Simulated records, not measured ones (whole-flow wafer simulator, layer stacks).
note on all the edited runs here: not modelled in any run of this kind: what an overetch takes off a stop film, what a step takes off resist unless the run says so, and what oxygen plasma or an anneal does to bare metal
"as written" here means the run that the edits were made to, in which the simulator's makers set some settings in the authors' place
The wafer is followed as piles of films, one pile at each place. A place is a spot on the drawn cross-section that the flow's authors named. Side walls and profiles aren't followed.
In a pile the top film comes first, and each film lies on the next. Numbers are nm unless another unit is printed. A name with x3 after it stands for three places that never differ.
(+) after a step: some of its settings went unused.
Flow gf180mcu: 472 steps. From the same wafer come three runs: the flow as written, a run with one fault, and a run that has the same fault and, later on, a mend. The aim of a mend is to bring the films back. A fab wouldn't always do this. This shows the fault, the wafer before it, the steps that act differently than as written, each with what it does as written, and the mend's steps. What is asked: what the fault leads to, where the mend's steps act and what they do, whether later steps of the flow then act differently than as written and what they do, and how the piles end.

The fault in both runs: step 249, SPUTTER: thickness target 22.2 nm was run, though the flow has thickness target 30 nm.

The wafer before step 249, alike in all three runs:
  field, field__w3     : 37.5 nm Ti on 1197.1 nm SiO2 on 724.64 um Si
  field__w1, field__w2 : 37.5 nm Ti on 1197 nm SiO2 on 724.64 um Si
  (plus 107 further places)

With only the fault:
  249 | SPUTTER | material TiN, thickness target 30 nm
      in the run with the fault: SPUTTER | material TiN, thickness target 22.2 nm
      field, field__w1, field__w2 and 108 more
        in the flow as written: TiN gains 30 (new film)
        in the run with the fault: TiN gains 22.2 (new film)
  Steps further on in the flow that do not act as written:
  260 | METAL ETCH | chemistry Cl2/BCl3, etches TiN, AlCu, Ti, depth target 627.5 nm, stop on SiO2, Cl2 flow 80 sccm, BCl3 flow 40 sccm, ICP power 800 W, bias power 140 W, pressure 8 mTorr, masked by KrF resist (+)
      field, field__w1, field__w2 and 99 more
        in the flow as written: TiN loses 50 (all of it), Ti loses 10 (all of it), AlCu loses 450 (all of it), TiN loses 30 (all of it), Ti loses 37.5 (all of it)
        in the run with the fault: TiN loses 50 (all of it), Ti loses 10 (all of it), AlCu loses 450 (all of it), TiN loses 22.2 (all of it), Ti loses 37.5 (all of it)
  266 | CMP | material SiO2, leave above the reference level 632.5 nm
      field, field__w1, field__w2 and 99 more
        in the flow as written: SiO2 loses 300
        in the run with the fault: SiO2 loses 307.8
  The piles end different from the flow's at field__w8, contact, m1 and 6 more by more than 2% or 0.5 nm, whichever is larger.
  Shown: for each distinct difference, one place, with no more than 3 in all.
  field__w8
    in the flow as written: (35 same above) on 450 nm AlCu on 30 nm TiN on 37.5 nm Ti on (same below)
    in the run with the fault: (35 same above) on 450 nm AlCu on 22.2 nm TiN on 37.5 nm Ti on (same below)
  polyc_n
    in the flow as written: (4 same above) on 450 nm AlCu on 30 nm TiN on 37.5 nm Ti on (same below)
    in the run with the fault: (4 same above) on 450 nm AlCu on 22.2 nm TiN on 37.5 nm Ti on (same below)
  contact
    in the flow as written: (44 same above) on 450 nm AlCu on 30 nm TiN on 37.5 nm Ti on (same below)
    in the run with the fault: (44 same above) on 450 nm AlCu on 22.2 nm TiN on 37.5 nm Ti on (same below)

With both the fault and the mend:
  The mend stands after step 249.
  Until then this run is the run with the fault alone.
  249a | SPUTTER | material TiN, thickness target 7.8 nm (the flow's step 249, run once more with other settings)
      field, field__w1, field__w2 and 108 more
        TiN gains 7.8
  Later steps of the flow that are run all act as written at every place that is followed.
  By the end, the piles equal the flow's at every place that both follow.
